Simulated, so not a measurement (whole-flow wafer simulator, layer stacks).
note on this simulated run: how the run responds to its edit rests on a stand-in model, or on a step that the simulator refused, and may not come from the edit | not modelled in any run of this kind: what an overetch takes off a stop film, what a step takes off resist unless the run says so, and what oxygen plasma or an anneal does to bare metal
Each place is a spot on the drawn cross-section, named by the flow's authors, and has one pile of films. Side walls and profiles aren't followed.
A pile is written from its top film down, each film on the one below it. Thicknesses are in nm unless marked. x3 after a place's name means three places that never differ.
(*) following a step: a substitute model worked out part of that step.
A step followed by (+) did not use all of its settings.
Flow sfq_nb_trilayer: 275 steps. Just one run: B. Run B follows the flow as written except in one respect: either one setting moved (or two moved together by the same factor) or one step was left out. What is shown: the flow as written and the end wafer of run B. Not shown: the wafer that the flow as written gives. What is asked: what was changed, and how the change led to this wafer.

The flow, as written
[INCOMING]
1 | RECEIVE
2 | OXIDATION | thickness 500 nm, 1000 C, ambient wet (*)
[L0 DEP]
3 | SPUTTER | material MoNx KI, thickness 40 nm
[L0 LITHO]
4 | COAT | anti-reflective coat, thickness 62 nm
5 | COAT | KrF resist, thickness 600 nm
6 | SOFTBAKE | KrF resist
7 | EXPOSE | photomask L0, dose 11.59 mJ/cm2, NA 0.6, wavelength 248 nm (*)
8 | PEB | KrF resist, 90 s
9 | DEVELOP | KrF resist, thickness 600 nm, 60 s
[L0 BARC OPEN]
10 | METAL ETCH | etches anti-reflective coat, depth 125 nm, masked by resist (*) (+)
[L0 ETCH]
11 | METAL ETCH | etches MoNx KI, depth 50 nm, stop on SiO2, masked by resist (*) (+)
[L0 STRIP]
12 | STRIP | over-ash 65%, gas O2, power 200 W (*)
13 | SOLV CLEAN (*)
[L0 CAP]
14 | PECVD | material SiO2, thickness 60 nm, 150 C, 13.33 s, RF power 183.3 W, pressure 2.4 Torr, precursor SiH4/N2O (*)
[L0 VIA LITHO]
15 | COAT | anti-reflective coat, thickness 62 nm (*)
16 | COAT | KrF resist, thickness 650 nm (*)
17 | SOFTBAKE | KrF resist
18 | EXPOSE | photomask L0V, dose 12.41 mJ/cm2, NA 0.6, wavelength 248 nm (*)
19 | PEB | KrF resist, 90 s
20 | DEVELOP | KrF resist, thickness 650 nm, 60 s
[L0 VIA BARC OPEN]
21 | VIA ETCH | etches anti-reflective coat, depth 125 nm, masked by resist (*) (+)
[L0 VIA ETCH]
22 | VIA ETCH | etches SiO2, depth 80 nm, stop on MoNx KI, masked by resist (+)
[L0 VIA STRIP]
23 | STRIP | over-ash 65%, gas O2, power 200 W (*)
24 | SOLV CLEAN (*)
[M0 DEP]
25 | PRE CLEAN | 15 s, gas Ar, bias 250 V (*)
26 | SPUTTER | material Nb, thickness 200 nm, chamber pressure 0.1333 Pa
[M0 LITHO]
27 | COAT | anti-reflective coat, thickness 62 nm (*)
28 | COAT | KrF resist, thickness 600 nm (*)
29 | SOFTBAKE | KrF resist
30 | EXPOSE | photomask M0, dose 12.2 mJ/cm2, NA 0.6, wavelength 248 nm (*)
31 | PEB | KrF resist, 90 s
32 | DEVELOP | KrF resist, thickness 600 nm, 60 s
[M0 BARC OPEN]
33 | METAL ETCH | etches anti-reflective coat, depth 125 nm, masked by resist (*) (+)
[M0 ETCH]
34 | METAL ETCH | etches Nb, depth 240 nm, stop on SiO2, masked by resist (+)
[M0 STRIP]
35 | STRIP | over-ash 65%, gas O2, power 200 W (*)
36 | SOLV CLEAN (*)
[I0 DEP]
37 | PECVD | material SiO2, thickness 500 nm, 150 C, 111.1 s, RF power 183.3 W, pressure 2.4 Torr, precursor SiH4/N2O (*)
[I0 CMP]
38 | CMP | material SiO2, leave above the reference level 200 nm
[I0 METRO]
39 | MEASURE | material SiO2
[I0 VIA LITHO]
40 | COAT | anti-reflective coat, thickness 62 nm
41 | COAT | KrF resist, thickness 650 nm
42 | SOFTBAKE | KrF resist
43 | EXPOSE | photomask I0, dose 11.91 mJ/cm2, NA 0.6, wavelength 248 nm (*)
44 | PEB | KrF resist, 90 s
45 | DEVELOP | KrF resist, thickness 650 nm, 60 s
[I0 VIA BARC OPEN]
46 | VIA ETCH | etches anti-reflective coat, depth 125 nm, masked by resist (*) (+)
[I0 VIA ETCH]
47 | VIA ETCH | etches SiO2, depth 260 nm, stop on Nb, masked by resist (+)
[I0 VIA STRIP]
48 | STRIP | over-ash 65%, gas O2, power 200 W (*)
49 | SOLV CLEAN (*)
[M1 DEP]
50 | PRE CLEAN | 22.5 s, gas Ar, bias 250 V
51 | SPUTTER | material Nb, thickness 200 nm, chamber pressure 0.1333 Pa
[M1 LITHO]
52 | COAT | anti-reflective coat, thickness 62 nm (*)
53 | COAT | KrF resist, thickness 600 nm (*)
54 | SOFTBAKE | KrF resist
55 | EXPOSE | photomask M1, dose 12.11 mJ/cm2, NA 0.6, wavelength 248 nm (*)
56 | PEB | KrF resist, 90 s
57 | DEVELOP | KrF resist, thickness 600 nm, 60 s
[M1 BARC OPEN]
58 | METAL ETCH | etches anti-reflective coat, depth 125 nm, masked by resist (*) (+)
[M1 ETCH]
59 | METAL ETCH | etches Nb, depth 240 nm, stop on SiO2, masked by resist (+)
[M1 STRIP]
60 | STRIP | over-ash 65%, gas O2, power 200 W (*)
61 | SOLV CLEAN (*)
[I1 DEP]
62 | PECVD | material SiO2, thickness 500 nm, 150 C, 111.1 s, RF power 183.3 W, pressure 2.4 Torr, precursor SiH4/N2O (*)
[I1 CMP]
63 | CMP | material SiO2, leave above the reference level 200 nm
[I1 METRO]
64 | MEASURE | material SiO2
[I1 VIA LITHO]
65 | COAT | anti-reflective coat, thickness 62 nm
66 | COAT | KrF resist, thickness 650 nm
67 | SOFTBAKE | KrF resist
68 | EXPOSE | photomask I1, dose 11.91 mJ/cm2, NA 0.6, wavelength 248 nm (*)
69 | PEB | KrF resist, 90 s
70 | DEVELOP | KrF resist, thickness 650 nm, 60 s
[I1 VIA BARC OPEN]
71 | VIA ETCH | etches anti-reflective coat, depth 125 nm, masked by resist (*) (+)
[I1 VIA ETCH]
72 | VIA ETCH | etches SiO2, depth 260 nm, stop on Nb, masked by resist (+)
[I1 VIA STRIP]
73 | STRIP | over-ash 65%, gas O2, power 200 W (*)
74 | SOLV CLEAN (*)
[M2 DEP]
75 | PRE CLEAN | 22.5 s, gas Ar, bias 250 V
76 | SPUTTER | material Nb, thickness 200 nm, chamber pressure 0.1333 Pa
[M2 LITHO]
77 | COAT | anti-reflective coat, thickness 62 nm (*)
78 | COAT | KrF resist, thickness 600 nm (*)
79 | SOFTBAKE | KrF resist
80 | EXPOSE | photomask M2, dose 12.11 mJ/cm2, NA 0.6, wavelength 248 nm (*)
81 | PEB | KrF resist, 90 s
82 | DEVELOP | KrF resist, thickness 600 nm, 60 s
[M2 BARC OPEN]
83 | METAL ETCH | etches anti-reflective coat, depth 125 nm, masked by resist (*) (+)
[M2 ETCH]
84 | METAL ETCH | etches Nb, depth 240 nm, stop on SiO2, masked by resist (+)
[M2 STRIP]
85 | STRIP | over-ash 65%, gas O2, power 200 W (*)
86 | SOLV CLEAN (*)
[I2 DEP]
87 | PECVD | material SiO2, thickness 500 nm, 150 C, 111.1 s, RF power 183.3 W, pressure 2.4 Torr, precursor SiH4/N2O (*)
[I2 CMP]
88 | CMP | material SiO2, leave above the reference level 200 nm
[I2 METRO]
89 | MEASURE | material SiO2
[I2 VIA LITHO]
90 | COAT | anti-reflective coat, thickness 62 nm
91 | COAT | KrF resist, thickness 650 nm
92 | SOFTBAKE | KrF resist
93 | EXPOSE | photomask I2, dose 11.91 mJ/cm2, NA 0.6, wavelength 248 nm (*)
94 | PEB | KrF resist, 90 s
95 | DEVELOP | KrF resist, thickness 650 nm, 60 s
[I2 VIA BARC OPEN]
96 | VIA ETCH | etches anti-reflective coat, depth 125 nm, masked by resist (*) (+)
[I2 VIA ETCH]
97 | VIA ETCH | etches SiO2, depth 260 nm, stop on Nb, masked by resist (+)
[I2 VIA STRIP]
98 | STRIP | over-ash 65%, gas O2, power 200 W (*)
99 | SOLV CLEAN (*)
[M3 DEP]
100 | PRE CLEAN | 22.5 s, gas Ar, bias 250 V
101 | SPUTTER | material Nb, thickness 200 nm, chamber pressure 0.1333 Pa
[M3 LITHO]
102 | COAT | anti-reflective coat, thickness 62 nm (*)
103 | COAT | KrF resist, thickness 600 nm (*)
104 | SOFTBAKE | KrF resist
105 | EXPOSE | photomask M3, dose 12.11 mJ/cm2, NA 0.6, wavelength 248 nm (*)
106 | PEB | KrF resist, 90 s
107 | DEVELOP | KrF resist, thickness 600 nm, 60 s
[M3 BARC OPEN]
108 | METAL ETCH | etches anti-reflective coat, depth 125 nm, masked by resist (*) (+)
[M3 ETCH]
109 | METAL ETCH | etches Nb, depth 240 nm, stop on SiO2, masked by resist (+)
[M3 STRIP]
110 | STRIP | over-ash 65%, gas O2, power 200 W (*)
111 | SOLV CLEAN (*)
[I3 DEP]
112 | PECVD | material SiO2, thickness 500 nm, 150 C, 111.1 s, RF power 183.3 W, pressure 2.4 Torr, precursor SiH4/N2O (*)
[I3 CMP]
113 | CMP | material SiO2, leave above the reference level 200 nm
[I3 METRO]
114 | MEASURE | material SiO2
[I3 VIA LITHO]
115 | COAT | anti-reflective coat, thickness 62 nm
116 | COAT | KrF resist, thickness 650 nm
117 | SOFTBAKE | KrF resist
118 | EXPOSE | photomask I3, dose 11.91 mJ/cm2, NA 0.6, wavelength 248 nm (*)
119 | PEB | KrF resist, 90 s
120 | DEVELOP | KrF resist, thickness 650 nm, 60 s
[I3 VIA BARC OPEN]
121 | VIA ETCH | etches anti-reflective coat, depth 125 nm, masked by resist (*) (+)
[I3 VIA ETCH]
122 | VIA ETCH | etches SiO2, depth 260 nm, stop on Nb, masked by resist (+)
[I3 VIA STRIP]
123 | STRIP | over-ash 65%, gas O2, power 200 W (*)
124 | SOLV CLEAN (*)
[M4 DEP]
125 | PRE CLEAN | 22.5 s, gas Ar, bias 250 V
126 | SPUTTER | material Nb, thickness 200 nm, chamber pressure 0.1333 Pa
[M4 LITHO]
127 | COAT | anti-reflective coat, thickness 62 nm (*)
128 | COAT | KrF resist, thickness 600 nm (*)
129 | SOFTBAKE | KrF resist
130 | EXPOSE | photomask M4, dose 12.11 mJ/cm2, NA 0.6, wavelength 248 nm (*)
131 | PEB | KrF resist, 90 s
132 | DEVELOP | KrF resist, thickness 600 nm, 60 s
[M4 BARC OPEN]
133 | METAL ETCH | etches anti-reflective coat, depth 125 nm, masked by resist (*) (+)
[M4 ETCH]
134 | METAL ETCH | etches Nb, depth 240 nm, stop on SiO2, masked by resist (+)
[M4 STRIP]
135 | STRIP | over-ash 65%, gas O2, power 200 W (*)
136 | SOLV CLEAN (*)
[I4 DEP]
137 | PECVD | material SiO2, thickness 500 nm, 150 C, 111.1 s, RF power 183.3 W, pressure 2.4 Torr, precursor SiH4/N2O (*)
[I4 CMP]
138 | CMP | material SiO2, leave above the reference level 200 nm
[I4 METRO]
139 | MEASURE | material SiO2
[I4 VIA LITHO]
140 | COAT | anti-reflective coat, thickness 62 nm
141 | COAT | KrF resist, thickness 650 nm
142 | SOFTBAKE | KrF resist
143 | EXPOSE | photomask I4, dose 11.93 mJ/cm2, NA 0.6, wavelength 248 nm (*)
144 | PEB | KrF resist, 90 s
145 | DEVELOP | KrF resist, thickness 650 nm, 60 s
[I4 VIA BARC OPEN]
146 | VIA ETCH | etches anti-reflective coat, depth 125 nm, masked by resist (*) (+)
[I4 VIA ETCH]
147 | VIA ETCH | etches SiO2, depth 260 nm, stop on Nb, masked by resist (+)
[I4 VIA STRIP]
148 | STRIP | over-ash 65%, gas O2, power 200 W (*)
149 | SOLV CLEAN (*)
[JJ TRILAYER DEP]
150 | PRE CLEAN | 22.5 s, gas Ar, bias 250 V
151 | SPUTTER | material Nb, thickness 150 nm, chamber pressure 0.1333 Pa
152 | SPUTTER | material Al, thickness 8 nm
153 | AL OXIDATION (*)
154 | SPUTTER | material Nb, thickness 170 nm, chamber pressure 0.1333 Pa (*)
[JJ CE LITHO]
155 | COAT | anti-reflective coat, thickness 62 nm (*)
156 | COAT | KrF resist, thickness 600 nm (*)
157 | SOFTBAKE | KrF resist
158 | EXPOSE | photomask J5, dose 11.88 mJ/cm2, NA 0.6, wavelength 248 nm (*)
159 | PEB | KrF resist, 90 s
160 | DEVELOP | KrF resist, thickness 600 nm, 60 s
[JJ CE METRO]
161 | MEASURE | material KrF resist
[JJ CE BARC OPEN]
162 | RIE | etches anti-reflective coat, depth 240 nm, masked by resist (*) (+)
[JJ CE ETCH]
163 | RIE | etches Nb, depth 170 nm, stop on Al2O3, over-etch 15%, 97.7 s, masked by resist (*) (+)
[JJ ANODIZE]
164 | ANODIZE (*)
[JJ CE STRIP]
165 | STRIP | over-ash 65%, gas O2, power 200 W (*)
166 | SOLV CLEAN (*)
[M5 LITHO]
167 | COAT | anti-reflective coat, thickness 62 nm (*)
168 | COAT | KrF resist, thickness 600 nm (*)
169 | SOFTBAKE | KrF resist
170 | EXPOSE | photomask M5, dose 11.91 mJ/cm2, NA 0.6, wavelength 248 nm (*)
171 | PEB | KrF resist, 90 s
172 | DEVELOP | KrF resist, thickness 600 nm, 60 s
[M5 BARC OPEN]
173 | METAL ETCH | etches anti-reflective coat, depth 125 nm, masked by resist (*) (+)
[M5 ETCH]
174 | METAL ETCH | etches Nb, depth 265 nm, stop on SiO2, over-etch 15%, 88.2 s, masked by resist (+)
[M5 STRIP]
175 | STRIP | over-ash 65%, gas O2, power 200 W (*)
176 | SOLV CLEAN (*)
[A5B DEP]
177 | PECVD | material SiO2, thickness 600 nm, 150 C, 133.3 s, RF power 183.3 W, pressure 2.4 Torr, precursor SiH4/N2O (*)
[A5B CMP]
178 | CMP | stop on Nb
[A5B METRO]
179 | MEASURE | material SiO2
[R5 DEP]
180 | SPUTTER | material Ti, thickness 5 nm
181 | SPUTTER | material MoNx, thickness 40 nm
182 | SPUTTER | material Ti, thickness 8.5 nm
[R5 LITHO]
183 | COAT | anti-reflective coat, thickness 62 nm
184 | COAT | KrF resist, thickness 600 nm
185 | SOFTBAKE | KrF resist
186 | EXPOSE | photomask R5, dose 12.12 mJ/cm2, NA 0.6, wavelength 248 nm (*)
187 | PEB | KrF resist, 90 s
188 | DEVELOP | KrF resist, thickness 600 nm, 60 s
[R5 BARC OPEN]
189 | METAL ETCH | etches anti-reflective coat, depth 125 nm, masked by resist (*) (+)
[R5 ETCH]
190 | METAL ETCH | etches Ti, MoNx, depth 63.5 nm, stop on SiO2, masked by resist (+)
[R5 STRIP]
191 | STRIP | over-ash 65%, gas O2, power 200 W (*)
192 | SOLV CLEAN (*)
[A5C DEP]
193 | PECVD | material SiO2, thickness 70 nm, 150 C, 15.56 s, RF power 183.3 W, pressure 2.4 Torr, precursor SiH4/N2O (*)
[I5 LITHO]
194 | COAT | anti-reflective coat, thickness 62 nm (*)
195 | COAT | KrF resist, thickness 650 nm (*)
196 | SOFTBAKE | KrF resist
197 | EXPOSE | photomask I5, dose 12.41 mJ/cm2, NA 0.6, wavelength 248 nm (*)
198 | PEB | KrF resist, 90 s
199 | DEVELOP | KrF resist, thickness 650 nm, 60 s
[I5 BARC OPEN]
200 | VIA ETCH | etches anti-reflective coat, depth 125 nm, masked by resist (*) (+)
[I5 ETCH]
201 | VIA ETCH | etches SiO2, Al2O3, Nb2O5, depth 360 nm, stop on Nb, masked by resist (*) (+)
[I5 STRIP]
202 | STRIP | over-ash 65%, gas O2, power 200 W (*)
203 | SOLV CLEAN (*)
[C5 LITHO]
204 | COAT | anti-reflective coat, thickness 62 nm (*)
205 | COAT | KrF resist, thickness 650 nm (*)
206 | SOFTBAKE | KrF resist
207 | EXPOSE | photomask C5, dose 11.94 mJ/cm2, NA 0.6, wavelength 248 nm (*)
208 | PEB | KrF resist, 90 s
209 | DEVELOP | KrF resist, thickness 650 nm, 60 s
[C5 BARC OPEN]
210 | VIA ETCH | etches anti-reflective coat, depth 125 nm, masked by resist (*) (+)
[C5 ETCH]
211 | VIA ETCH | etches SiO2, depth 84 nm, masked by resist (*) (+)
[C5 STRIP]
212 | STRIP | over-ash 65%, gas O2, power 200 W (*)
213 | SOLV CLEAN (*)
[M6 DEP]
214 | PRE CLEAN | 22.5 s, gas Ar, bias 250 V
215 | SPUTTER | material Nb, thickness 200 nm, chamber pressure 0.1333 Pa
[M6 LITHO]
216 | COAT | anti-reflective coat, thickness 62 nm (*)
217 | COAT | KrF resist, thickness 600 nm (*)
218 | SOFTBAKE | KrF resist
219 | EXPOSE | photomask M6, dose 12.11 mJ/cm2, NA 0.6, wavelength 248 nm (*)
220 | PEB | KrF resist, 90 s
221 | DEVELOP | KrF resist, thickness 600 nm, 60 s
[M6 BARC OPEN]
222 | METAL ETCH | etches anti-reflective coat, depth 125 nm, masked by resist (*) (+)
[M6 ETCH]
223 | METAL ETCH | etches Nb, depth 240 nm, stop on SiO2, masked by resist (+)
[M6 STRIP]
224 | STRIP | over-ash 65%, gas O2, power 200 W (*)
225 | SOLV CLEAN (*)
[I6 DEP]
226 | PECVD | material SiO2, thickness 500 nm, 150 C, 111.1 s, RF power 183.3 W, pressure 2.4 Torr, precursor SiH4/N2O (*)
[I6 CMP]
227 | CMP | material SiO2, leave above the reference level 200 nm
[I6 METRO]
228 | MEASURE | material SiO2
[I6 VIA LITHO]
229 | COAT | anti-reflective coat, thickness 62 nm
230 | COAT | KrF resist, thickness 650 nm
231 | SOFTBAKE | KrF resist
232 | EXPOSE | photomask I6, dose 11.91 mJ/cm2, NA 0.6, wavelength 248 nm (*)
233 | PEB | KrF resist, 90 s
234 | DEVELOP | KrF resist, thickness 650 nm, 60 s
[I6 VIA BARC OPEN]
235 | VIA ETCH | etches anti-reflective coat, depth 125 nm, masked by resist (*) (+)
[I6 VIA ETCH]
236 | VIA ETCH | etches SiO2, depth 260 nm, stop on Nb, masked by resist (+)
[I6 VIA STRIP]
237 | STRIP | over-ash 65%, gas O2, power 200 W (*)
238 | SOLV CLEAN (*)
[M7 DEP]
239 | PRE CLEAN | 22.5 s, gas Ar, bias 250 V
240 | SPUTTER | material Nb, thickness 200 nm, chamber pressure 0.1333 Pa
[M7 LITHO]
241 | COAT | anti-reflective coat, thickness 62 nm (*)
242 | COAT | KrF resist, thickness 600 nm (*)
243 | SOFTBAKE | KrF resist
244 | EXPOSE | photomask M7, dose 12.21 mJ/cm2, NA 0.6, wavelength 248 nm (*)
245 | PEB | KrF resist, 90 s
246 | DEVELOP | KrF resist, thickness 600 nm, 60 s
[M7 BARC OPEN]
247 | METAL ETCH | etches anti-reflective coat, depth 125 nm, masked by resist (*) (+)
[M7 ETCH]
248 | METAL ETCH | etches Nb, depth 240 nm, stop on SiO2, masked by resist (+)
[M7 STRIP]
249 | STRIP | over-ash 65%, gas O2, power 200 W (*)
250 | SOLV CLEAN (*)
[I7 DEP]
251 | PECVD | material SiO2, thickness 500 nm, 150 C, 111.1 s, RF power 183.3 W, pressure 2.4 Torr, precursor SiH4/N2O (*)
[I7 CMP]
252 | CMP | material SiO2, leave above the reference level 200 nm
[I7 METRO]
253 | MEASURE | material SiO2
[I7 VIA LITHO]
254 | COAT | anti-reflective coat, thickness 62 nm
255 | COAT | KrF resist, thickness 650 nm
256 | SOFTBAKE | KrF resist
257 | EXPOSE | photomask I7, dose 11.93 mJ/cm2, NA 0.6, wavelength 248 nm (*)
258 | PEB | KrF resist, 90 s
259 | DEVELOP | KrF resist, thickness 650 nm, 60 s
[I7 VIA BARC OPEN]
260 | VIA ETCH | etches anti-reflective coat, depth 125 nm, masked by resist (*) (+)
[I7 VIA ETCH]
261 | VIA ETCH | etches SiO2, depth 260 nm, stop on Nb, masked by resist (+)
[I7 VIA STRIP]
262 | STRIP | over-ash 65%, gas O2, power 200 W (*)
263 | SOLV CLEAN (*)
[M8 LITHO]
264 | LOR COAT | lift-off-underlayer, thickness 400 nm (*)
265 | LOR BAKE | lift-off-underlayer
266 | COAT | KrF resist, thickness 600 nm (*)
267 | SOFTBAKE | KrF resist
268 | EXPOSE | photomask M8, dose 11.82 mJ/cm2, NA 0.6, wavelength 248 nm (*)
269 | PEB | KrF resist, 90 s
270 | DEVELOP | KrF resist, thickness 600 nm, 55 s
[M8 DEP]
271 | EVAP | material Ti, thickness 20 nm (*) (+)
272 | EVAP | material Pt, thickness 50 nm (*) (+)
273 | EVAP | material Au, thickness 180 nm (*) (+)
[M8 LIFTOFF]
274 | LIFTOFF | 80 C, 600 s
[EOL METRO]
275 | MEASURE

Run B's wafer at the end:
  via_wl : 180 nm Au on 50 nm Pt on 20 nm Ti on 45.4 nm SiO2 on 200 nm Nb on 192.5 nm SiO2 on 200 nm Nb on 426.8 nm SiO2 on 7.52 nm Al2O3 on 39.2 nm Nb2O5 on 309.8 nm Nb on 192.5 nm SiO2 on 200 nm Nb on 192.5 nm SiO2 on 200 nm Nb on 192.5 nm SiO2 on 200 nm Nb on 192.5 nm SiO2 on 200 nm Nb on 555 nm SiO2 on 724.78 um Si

What caused this: step 261, VIA ETCH: depth 154.4 nm was run, while the flow as written has depth 260 nm.

Step by step, how the change led to this:
  261 | VIA ETCH | etches SiO2, depth 260 nm, stop on Nb, masked by resist (+)
      via_wl, via_w, via_wr: SiO2 loses 154.4 (as written it would have been: SiO2 loses 199.8 (all of it))
      field_l, v_sur, via_sp and 100 more: KrF resist loses 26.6 (as written it would have been: KrF resist loses 44.8)
  262 | STRIP | over-ash 65%, gas O2, power 200 W (*)
      field_l, v_sur, via_sp and 100 more: KrF resist loses 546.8 (all of it), anti-reflective coat loses 62 (all of it) (as written it would have been: KrF resist loses 528.6 (all of it), anti-reflective coat loses 62 (all of it))
  264 | LOR COAT | lift-off-underlayer, thickness 400 nm (*)
      via_wl, via_wr: lift-off-underlayer gains 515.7 (new film) (as written it would have been: lift-off-underlayer gains 549.8 (new film))
      via_w: lift-off-underlayer gains 505.4 (new film) (as written it would have been: lift-off-underlayer gains 536.4 (new film))
  270 | DEVELOP | KrF resist, thickness 600 nm, 55 s
      via_wl: KrF resist loses 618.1 (all of it), lift-off-underlayer loses 515.7 (all of it) (as written it would have been: KrF resist loses 623.9 (all of it), lift-off-underlayer loses 549.8 (all of it))
      via_w: KrF resist loses 627.1 (all of it), lift-off-underlayer loses 505.4 (all of it) (as written it would have been: KrF resist loses 635.4 (all of it), lift-off-underlayer loses 536.4 (all of it))
      (also at 1 further place)
Taking metal films that touch as one body, via_wl has 8 bodies (between them, from the top down: SiO2 45.4; SiO2 192.5; SiO2 426.8 / Al2O3 7.52 / Nb2O5 39.2; SiO2 192.5; SiO2 192.5; SiO2 192.5; SiO2 192.5); the flow as written gives 7 bodies (between them, from the top down: SiO2 192.5; SiO2 426.8 / Al2O3 7.52 / Nb2O5 39.2; SiO2 192.5; SiO2 192.5; SiO2 192.5; SiO2 192.5).
